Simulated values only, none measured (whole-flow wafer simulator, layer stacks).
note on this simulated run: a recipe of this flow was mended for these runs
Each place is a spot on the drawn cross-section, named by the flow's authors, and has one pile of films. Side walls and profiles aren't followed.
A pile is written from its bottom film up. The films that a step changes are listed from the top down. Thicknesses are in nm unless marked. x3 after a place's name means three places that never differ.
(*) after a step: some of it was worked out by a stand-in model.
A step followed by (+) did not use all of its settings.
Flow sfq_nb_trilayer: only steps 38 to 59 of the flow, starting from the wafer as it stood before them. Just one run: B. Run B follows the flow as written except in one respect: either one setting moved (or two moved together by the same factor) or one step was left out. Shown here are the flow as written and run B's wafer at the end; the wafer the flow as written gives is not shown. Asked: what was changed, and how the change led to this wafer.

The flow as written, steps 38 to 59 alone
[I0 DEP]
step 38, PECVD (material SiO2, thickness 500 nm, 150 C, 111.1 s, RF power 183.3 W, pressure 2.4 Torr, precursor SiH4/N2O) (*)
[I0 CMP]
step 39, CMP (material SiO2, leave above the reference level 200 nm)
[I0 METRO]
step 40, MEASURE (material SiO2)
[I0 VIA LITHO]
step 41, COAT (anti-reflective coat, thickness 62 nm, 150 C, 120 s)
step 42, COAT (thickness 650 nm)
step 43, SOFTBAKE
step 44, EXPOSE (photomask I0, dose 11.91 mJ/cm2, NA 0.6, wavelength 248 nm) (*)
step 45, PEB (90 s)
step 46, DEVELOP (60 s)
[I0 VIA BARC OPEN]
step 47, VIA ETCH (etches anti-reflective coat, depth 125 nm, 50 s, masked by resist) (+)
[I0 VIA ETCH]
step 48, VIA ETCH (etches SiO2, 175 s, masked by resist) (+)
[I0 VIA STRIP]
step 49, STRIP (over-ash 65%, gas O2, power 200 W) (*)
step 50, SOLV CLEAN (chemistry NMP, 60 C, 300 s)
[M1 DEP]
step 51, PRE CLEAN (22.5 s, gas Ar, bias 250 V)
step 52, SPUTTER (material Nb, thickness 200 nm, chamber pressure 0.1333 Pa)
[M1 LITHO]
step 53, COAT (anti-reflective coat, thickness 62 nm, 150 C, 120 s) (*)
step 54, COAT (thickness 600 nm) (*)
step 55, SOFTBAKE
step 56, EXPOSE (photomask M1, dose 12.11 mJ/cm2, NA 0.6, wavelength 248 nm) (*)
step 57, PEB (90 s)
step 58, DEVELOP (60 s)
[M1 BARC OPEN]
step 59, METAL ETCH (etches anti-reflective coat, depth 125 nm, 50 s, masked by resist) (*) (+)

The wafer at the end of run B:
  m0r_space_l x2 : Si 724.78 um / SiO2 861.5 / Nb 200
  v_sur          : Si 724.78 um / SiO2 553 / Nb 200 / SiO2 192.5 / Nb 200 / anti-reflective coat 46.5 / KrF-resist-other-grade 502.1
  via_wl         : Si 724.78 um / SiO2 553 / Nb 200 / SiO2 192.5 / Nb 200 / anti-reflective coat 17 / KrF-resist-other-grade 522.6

The reason: step 38, PECVD: thickness 320 nm was run, though the flow has thickness 500 nm; step 38, PECVD: 71.11 s was run, where the flow has 111.1 s.

How this came from the change, step by step:
  step 38, PECVD (material SiO2, thickness 500 nm, 150 C, 111.1 s, RF power 183.3 W, pressure 2.4 Torr, precursor SiH4/N2O) (*)
      field_l, v_sur, via_wl and 99 more: SiO2 gains 320 (new film) (as written it would have been: SiO2 gains 500 (new film))
      m0r_space_l x2: SiO2 gains 320 (as written it would have been: SiO2 gains 561.1)
      (also at 2 further places)
  step 39, CMP (material SiO2, leave above the reference level 200 nm)
      moat, m0r_space_l x2: nothing (as written it would have been: SiO2 loses 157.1)
      v_sur, via_wl, via_w and 94 more: SiO2 loses 120 (as written it would have been: SiO2 loses 300)
      (also at 6 further places)
  step 41, COAT (anti-reflective coat, thickness 62 nm, 150 C, 120 s)
      m0r_line_l, m0r_line_r: anti-reflective coat gains 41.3 (new film) (as written it would have been: anti-reflective coat gains 62 (new film))
      m0r_space_l x2: anti-reflective coat gains 122.4 (new film) (as written it would have been: anti-reflective coat gains 62 (new film))
      (also at 8 further places)
  step 42, COAT (thickness 650 nm)
      moat: KrF-resist-other-grade gains 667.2 (new film) (as written it would have been: KrF-resist-other-grade gains 650 (new film))
  step 49, STRIP (over-ash 65%, gas O2, power 200 W) (*)
      m0r_line_l, m0r_line_r: KrF-resist-other-grade loses 509.1 (all of it), anti-reflective coat loses 41.3 (all of it) (as written it would have been: KrF-resist-other-grade loses 510.8 (all of it), anti-reflective coat loses 62 (all of it))
      m0r_space_l x2: KrF-resist-other-grade loses 512.1 (all of it), anti-reflective coat loses 122.4 (all of it) (as written it would have been: KrF-resist-other-grade loses 510.8 (all of it), anti-reflective coat loses 62 (all of it))
      (also at 8 further places)
  step 52, SPUTTER (material Nb, thickness 200 nm, chamber pressure 0.1333 Pa)
      moat: Nb gains 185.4 (new film) (as written it would have been: Nb gains 200 (new film))
  step 53, COAT (anti-reflective coat, thickness 62 nm, 150 C, 120 s) (*)
      m0r_line_l, m0r_line_r: anti-reflective coat gains 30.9 (new film) (as written it would have been: anti-reflective coat gains 62 (new film))
      m0r_space_l x2: anti-reflective coat gains 110.6 (new film) (as written it would have been: anti-reflective coat gains 62 (new film))
      (also at 10 further places)
  step 54, COAT (thickness 600 nm) (*)
      res: KrF-resist-other-grade gains 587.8 (new film) (as written it would have been: KrF-resist-other-grade gains 600.5 (new film))
      moat: KrF-resist-other-grade gains 657.9 (new film) (as written it would have been: KrF-resist-other-grade gains 600.6 (new film))
      (also at 1 further place)
  step 58, DEVELOP (60 s)
      res: KrF-resist-other-grade loses 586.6 (all of it) (as written it would have been: KrF-resist-other-grade loses 599.3 (all of it))
      moat: KrF-resist-other-grade loses 656.5 (all of it) (as written it would have been: KrF-resist-other-grade loses 599.3 (all of it))
      (also at 1 further place)
  step 59, METAL ETCH (etches anti-reflective coat, depth 125 nm, 50 s, masked by resist) (*) (+)
      m0r_line_l, m0r_line_r: anti-reflective coat loses 30.9 (all of it) (as written it would have been: anti-reflective coat loses 62 (all of it))
      m0r_space_l x2: anti-reflective coat loses 110.6 (all of it) (as written it would have been: anti-reflective coat loses 62 (all of it))
      (also at 8 further places)
